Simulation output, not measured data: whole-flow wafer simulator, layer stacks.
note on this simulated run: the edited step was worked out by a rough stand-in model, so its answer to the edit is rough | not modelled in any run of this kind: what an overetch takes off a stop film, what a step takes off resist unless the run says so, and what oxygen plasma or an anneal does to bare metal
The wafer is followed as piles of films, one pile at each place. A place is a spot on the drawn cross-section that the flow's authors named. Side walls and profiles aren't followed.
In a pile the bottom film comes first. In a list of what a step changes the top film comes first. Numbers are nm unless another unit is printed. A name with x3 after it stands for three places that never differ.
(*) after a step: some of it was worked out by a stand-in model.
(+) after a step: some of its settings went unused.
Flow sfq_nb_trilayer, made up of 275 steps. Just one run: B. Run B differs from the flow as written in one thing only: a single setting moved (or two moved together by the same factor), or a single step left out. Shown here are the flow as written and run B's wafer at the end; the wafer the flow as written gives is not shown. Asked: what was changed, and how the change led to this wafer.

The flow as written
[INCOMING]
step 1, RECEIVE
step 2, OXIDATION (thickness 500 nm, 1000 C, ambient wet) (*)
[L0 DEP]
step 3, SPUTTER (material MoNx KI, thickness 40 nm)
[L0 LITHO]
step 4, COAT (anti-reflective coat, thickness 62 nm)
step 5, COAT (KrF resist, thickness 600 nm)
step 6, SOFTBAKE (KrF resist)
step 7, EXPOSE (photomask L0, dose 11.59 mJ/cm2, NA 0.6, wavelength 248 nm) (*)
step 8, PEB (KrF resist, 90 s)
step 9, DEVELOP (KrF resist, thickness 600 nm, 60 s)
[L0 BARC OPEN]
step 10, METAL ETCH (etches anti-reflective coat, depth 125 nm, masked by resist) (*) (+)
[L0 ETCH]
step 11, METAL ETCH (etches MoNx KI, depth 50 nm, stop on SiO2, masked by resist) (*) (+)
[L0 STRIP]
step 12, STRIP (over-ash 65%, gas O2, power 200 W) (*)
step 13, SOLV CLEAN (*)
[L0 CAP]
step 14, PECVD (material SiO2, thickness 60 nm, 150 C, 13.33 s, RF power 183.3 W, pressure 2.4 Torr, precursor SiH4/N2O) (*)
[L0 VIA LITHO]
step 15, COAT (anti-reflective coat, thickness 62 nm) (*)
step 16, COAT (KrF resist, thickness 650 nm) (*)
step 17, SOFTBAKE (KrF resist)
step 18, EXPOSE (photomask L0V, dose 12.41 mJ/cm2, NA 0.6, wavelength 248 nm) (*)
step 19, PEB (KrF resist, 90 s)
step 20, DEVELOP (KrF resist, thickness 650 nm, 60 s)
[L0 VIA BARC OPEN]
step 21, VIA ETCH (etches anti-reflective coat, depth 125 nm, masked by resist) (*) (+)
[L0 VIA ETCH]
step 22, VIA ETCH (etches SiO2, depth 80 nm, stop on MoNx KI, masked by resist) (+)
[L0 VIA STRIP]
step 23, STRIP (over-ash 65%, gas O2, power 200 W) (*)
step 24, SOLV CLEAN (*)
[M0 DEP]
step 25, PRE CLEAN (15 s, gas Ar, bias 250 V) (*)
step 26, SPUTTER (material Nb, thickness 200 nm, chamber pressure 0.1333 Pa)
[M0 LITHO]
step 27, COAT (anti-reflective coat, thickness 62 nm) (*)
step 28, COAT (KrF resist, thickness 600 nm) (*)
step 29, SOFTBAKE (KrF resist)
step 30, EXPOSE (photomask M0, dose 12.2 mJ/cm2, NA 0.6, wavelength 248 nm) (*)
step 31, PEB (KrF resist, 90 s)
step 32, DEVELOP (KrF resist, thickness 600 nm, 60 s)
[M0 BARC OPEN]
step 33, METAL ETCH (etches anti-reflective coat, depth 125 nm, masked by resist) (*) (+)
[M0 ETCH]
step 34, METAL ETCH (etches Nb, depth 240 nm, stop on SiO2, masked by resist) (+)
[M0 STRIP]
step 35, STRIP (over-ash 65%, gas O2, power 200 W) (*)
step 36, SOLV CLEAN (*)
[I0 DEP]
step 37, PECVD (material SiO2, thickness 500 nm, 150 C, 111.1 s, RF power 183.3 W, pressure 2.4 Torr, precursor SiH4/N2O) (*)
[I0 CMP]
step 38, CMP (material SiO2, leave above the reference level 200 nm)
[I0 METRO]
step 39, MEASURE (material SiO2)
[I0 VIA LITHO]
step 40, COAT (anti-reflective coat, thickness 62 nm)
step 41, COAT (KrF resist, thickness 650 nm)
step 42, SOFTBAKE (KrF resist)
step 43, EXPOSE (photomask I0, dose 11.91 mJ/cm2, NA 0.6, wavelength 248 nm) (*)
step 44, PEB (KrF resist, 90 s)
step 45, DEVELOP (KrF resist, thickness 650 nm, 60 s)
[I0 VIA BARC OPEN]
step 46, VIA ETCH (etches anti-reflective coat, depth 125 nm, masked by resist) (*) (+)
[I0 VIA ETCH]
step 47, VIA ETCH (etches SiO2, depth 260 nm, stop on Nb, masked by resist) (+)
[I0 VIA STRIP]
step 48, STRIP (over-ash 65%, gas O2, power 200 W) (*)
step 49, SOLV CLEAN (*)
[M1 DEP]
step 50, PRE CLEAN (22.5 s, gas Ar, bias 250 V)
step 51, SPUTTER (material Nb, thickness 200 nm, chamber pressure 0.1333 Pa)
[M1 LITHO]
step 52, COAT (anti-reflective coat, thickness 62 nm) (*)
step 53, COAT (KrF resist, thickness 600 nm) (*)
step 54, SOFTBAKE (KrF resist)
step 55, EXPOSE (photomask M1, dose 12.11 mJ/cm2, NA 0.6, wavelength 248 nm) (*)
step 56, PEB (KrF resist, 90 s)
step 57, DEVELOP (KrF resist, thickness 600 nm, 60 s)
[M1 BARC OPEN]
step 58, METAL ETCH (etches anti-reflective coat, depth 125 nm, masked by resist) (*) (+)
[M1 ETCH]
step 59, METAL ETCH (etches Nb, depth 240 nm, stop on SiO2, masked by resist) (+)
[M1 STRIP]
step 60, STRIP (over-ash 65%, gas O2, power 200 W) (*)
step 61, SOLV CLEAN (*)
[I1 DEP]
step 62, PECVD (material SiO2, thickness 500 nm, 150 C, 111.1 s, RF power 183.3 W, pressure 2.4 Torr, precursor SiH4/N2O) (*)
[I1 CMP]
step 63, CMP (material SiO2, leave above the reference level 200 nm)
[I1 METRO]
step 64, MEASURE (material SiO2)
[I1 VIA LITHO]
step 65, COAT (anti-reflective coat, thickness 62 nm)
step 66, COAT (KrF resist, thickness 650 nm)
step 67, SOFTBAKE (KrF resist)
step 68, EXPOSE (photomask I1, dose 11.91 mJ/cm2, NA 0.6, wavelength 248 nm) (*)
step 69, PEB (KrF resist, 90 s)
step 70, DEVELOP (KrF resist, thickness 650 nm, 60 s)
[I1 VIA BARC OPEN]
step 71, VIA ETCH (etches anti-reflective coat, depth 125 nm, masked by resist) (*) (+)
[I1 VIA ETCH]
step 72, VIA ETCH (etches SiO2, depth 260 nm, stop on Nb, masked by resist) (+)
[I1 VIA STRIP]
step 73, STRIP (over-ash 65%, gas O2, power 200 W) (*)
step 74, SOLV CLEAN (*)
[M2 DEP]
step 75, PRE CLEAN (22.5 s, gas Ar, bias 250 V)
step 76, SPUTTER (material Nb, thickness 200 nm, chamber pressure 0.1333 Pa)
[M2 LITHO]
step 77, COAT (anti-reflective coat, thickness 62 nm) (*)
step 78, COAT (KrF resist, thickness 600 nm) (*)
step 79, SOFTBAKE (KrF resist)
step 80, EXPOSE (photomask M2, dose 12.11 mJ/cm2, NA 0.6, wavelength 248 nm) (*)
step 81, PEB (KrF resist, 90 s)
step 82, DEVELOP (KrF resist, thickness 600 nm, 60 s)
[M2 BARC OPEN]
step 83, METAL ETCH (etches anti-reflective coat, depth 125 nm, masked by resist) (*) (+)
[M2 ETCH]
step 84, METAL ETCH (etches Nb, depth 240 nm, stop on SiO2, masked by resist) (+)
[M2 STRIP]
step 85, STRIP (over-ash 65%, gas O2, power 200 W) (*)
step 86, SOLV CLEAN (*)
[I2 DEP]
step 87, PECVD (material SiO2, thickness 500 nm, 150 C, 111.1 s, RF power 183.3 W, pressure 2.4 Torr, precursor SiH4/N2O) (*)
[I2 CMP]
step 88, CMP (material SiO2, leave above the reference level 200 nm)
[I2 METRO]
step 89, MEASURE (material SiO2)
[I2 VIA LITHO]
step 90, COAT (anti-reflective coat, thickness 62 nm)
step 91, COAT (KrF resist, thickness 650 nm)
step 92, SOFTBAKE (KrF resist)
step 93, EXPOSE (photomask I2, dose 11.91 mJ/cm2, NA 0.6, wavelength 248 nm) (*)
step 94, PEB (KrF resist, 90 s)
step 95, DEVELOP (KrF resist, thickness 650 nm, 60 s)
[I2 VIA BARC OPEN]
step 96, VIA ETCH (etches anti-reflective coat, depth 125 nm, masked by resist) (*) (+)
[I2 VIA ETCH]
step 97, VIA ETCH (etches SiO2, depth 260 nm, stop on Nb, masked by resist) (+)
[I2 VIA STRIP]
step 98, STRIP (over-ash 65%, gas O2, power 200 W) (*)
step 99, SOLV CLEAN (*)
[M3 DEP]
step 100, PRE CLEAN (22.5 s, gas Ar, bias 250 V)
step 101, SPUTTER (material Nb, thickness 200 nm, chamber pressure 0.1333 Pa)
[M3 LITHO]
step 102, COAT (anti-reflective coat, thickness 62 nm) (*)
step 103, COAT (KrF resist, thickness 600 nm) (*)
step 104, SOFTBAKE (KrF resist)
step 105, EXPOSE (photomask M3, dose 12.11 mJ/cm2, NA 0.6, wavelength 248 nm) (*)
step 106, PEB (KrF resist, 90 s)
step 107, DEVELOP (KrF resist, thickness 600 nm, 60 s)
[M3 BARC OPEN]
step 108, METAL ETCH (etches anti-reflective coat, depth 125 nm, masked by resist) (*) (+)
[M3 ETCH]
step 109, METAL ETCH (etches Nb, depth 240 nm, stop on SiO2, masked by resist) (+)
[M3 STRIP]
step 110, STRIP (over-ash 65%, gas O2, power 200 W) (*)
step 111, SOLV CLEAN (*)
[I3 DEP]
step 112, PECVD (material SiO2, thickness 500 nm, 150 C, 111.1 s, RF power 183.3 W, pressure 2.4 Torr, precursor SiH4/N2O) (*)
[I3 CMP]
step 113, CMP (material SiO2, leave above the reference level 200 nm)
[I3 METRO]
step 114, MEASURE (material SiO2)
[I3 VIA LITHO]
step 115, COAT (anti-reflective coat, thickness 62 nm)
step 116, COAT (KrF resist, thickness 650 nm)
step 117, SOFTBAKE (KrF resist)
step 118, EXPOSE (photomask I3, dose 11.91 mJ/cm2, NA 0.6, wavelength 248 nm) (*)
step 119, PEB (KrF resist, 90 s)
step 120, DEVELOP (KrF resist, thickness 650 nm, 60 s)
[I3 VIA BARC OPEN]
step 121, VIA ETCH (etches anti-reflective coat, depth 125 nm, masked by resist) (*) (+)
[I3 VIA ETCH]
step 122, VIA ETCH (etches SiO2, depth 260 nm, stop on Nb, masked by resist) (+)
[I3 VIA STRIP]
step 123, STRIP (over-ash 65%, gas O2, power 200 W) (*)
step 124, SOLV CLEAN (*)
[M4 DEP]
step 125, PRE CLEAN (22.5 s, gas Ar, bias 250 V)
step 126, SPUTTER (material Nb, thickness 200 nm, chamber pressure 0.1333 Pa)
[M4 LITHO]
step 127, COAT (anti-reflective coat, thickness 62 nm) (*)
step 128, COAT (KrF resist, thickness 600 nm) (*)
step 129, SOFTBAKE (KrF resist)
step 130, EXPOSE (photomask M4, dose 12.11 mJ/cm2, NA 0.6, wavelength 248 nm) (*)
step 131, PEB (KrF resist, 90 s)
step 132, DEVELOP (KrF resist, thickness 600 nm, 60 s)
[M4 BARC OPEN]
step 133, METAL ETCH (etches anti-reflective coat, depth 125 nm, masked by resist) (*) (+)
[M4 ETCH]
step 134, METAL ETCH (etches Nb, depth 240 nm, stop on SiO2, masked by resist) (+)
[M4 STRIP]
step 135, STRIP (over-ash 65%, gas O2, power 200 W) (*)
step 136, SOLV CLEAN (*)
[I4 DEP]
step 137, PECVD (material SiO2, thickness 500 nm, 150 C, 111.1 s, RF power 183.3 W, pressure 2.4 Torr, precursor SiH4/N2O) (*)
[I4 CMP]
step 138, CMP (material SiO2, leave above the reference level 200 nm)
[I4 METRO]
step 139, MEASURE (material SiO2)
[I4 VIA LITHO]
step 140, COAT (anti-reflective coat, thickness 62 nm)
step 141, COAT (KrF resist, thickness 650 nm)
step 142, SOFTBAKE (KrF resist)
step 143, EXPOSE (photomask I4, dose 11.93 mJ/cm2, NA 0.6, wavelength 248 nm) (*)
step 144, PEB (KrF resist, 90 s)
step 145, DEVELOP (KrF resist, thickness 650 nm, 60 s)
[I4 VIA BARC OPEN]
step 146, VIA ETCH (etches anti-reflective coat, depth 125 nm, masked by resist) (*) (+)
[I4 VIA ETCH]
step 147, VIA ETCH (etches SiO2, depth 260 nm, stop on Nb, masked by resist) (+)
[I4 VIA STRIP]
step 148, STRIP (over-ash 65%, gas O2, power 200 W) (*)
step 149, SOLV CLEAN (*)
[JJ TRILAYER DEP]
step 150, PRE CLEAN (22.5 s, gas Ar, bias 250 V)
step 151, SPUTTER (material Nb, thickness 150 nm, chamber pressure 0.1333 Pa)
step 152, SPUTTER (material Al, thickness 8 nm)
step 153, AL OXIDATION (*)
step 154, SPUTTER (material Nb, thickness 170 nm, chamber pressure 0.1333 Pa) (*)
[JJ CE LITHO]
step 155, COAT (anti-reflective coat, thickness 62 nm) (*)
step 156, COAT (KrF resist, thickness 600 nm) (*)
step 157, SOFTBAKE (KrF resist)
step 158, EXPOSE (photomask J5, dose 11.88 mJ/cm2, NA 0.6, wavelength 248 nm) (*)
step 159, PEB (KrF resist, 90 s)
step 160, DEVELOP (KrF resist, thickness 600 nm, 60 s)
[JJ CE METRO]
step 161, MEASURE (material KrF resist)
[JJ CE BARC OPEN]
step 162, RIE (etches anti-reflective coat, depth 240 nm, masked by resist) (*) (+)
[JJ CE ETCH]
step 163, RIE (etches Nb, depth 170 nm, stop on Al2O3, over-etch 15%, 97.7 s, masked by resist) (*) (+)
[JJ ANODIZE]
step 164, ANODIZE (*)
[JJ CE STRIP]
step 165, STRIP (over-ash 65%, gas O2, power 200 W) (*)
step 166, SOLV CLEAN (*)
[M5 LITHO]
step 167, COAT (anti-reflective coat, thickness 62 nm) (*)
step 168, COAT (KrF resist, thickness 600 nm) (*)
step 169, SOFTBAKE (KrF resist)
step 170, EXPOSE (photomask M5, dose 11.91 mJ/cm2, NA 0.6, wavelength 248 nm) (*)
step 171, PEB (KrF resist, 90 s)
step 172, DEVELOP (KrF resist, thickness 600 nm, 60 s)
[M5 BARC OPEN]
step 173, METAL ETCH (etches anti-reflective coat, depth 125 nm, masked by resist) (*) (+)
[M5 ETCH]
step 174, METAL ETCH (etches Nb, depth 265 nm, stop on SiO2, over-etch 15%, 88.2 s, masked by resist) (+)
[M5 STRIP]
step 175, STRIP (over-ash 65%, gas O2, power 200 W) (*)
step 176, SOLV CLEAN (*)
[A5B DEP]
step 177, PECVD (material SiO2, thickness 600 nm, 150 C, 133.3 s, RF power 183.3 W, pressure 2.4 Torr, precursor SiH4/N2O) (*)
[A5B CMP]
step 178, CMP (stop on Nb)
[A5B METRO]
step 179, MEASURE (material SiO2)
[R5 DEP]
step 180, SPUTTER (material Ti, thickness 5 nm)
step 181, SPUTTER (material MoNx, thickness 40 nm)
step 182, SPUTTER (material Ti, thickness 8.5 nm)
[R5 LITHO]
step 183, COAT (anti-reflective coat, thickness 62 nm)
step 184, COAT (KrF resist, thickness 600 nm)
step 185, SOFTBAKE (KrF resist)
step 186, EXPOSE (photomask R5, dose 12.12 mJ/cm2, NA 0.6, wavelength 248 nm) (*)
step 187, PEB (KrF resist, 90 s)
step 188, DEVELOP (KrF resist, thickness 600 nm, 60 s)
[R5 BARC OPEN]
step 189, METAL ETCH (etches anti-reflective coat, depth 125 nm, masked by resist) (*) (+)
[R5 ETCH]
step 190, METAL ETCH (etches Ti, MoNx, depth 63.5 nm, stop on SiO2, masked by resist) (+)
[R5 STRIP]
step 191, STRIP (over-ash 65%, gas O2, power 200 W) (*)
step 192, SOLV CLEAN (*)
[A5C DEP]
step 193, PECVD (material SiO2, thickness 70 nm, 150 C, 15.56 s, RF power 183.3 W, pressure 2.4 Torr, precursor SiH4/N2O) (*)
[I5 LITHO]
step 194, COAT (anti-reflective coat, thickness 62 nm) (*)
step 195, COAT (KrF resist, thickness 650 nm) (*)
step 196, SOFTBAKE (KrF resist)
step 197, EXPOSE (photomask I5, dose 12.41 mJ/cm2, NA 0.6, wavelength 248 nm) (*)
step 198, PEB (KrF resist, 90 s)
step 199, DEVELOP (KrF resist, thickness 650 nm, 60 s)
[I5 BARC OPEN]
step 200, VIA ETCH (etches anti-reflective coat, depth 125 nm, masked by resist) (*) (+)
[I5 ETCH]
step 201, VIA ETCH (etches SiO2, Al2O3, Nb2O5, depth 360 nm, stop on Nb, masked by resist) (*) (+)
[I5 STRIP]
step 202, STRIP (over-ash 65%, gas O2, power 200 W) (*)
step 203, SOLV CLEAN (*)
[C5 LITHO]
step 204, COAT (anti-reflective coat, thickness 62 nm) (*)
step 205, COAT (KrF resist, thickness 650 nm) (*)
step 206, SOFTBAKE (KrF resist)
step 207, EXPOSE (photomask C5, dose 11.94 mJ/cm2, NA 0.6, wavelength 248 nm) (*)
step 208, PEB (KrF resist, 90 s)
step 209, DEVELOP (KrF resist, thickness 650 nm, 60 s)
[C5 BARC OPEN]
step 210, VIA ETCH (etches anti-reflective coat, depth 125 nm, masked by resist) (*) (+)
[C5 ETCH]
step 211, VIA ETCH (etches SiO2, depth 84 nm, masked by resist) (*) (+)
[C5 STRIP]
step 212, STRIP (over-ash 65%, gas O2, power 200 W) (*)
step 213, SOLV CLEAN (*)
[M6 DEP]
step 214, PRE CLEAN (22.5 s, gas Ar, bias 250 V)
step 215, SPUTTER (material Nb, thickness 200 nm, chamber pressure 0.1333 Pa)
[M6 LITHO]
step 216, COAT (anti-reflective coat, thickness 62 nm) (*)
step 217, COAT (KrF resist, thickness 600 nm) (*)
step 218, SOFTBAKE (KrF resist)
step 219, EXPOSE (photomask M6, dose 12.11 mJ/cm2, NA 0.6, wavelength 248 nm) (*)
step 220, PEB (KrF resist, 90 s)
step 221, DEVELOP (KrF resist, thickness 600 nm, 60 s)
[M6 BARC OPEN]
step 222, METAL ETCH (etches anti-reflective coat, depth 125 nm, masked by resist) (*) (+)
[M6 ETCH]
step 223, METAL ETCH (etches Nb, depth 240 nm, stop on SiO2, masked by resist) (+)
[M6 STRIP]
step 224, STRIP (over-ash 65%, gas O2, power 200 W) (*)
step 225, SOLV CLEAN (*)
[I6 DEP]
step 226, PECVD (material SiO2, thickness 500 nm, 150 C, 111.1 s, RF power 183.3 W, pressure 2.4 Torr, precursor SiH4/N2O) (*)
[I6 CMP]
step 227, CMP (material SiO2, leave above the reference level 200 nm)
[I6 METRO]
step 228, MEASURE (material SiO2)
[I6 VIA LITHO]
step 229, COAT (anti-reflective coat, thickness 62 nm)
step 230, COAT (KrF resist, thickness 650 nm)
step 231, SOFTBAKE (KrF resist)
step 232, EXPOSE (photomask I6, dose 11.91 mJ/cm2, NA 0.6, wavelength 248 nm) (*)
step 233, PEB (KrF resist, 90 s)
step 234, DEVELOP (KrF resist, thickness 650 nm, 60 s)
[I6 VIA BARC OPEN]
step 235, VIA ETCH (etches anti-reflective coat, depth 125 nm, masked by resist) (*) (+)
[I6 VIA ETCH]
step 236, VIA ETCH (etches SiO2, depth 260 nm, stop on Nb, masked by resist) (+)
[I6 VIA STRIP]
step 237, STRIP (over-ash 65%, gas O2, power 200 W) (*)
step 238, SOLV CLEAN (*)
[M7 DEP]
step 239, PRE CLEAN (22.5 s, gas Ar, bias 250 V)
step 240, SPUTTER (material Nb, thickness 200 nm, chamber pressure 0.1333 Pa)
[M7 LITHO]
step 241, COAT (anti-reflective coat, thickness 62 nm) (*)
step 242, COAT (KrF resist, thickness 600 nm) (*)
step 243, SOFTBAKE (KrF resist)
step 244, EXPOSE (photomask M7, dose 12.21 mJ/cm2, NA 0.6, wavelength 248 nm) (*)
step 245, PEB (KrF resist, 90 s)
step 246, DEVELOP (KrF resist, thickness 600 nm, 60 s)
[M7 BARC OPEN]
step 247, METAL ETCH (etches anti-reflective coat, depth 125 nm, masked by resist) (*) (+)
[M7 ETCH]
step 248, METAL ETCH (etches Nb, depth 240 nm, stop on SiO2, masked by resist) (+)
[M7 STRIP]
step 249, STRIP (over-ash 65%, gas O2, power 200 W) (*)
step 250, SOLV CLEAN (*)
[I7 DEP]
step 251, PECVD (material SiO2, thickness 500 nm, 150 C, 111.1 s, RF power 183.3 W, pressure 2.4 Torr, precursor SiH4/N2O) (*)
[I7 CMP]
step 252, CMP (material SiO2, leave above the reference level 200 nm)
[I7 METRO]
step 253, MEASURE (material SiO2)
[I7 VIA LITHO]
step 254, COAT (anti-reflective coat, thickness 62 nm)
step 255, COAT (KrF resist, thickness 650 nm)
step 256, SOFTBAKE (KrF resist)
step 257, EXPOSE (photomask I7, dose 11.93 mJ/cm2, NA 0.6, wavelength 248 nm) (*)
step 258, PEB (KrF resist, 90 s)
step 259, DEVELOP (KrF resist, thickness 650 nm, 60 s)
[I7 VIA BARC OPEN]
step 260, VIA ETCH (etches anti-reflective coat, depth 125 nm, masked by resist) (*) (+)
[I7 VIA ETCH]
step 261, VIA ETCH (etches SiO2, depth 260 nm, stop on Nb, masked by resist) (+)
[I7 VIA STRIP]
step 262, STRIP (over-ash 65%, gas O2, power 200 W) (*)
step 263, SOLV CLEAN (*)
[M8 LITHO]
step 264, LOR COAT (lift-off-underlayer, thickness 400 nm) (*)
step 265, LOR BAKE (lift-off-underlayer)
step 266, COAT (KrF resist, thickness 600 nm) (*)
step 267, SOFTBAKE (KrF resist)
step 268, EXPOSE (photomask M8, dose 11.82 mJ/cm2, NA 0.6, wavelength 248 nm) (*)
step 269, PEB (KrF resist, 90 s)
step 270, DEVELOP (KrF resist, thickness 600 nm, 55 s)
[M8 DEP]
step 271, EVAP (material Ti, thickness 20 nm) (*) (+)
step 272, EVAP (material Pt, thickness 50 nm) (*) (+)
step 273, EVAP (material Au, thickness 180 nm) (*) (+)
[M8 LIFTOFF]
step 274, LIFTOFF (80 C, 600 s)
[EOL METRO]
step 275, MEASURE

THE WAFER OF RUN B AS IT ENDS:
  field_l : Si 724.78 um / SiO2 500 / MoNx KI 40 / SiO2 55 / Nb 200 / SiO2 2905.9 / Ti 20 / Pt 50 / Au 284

Cause: step 273, EVAP: thickness 284 nm was run, whereas the flow has thickness 180 nm.
One can read it off the wafer: field_l has Au 284, and step 273 as written asks for 180 nm.

How this came from the change, step by step:
  step 273, EVAP (material Au, thickness 180 nm) (*) (+)
      field_l, v_sur, via_wl and 103 more: Au gains 284 (new film) (as written it would have been: Au gains 180 (new film))
  step 274, LIFTOFF (80 C, 600 s)
      p4_fl, p4_fm, p4_w1 and 71 more: Au loses 284 (all of it), Pt loses 50 (all of it), Ti loses 20 (all of it), KrF resist loses 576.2 (all of it), lift-off-underlayer loses 400 (all of it) (as written it would have been: Au loses 180 (all of it), Pt loses 50 (all of it), Ti loses 20 (all of it), KrF resist loses 576.2 (all of it), lift-off-underlayer loses 400 (all of it))
      c5j, ce_r: Au loses 284 (all of it), Pt loses 50 (all of it), Ti loses 20 (all of it), KrF resist loses 573.3 (all of it), lift-off-underlayer loses 399.3 (all of it) (as written it would have been: Au loses 180 (all of it), Pt loses 50 (all of it), Ti loses 20 (all of it), KrF resist loses 573.3 (all of it), lift-off-underlayer loses 399.3 (all of it))
      (and at 19 other places as well)
